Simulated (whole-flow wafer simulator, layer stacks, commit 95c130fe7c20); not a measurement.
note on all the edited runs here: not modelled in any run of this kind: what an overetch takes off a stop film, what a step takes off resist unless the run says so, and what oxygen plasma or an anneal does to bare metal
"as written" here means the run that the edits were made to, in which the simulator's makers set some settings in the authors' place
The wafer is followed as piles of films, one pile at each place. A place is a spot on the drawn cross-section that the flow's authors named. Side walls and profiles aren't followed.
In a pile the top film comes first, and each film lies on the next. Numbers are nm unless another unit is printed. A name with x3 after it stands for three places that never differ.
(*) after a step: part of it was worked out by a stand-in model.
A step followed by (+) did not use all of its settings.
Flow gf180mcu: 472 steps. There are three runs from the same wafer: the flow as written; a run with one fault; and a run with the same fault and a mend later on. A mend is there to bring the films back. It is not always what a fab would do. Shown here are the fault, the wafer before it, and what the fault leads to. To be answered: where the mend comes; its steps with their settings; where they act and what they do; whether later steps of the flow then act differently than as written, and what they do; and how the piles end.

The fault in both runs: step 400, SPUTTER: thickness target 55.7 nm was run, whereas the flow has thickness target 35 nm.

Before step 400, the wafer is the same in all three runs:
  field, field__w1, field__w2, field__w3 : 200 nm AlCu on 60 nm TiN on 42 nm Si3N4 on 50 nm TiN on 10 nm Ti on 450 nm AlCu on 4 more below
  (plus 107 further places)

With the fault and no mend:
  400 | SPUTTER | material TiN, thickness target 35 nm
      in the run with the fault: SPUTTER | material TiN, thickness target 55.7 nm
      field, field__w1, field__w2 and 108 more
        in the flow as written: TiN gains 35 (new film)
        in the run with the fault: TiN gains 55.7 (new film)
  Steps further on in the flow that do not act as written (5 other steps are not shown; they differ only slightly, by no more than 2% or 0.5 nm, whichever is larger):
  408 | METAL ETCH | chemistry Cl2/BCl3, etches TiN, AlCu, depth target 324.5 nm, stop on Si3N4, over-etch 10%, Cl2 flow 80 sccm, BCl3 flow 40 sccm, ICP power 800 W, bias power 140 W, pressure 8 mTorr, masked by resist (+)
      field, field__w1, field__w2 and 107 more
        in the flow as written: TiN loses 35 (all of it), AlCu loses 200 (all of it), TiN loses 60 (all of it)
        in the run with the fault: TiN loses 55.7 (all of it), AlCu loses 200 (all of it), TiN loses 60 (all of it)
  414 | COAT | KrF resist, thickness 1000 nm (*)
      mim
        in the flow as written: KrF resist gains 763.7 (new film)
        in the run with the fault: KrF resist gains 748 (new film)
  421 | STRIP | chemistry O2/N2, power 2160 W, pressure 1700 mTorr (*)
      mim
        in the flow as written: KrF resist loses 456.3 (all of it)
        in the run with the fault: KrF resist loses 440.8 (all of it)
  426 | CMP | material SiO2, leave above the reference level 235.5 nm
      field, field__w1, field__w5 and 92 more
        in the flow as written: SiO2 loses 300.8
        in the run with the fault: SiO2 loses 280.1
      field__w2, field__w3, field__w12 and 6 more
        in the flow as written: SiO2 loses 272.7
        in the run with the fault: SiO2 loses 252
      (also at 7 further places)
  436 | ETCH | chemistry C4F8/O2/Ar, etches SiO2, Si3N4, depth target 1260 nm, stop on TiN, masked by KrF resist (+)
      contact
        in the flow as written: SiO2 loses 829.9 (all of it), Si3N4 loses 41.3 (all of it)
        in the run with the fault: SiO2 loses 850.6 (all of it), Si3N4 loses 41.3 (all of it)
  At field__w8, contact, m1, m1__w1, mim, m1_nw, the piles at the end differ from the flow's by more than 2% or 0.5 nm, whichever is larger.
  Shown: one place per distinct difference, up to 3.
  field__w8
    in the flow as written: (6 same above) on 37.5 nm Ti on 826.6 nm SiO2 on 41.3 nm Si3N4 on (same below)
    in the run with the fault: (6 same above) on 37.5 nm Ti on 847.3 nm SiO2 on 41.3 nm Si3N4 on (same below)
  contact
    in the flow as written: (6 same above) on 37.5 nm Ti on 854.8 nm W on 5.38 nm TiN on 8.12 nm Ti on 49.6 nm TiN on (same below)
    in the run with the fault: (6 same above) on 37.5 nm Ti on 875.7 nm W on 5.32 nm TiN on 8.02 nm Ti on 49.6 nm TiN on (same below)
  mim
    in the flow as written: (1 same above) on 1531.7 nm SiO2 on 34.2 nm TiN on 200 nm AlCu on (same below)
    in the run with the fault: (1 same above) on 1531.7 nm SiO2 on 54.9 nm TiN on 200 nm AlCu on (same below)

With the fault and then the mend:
  After step 407 comes the mend.
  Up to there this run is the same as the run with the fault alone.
  407a | STRIP | chemistry O2/N2, power 2160 W, pressure 1700 mTorr (*)
      mim
        resist loses 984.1 (all of it)
  407b | METAL ETCH | chemistry Cl2/BCl3, etches TiN, AlCu, Ti, depth target 20.7 nm, Cl2 flow 80 sccm, BCl3 flow 40 sccm, ICP power 800 W, bias power 140 W, pressure 8 mTorr (the flow's step 260, run once more with other settings)
      field, field__w1, field__w2 and 108 more
        TiN loses 20.7
  407c | HMDS | 120 C, 60 s (the flow's step 402, run once more)
      does not change any film at any place that is followed
  407d | COAT | resist, thickness 1000 nm (the flow's step 403, run once more)
      field, field__w1, field__w2 and 108 more
        resist gains 1000 (new film)
  407e | SOFTBAKE | resist (the flow's step 404, run once more)
      does not change any film at any place that is followed
  407f | EXPOSE | photomask FuseTop (the flow's step 405, run once more)
      does not change any film at any place that is followed
  407g | PEB | resist, 70.3 s (the flow's step 406, run once more)
      field, field__w1, field__w2 and 108 more
        resist loses 15.9
  407h | DEVELOP | thickness 1000 nm, 60 s (the flow's step 407, run once more)
      field, field__w1, field__w2 and 107 more
        resist loses 984.1 (all of it)
  Every later step of the flow that is run acts as written at every place that is followed.
  The piles end the same as the flow's at every place that both follow.
